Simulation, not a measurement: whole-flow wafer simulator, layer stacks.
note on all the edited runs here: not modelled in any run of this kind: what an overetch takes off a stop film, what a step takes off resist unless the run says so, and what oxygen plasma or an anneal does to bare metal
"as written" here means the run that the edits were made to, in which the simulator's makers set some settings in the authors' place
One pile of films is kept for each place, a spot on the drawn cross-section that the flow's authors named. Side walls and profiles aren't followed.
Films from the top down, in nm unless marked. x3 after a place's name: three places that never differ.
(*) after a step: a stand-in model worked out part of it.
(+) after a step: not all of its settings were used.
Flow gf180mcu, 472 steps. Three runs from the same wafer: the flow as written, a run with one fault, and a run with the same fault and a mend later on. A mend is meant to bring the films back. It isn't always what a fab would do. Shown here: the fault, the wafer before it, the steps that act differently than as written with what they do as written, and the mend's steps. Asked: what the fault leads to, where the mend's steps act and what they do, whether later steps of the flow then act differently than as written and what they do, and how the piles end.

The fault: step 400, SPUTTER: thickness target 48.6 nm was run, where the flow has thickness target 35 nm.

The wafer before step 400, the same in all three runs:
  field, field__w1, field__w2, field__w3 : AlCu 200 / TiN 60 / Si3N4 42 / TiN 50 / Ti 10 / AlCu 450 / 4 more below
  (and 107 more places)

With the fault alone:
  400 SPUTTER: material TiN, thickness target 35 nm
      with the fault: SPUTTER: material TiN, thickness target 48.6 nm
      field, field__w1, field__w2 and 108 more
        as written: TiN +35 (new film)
        with the fault: TiN +48.6 (new film)
  Later steps of the flow that act differently than as written (7 more steps differ only slightly, by at most 2% or 0.5 nm, whichever is larger, and aren't shown):
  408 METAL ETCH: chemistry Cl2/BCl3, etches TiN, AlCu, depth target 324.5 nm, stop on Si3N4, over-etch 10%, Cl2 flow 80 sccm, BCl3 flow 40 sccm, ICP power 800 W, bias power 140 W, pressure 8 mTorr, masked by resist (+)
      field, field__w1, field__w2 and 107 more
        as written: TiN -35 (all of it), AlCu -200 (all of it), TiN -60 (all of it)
        with the fault: TiN -48.6 (all of it), AlCu -200 (all of it), TiN -60 (all of it)
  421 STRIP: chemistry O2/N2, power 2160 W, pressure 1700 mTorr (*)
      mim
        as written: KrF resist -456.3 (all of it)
        with the fault: KrF resist -446.1 (all of it)
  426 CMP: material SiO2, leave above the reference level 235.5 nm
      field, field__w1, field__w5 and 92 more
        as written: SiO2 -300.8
        with the fault: SiO2 -287.2
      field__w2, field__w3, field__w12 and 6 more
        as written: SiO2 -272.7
        with the fault: SiO2 -259.1
  At the end the piles differ from the flow's by more than 2% or 0.5 nm, whichever is larger, at mim.
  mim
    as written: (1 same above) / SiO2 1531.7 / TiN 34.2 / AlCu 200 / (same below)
    with the fault: (1 same above) / SiO2 1531.7 / TiN 47.8 / AlCu 200 / (same below)

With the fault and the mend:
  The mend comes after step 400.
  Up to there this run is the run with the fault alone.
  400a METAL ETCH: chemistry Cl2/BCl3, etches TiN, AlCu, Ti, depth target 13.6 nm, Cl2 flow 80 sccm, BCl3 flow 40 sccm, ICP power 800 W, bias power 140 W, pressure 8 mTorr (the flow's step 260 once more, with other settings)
      field, field__w1, field__w2 and 108 more
        TiN -13.6
  No later step of the flow acts differently than as written at any place that is followed.
  At the end the piles are the same as the flow's at every place that both follow.
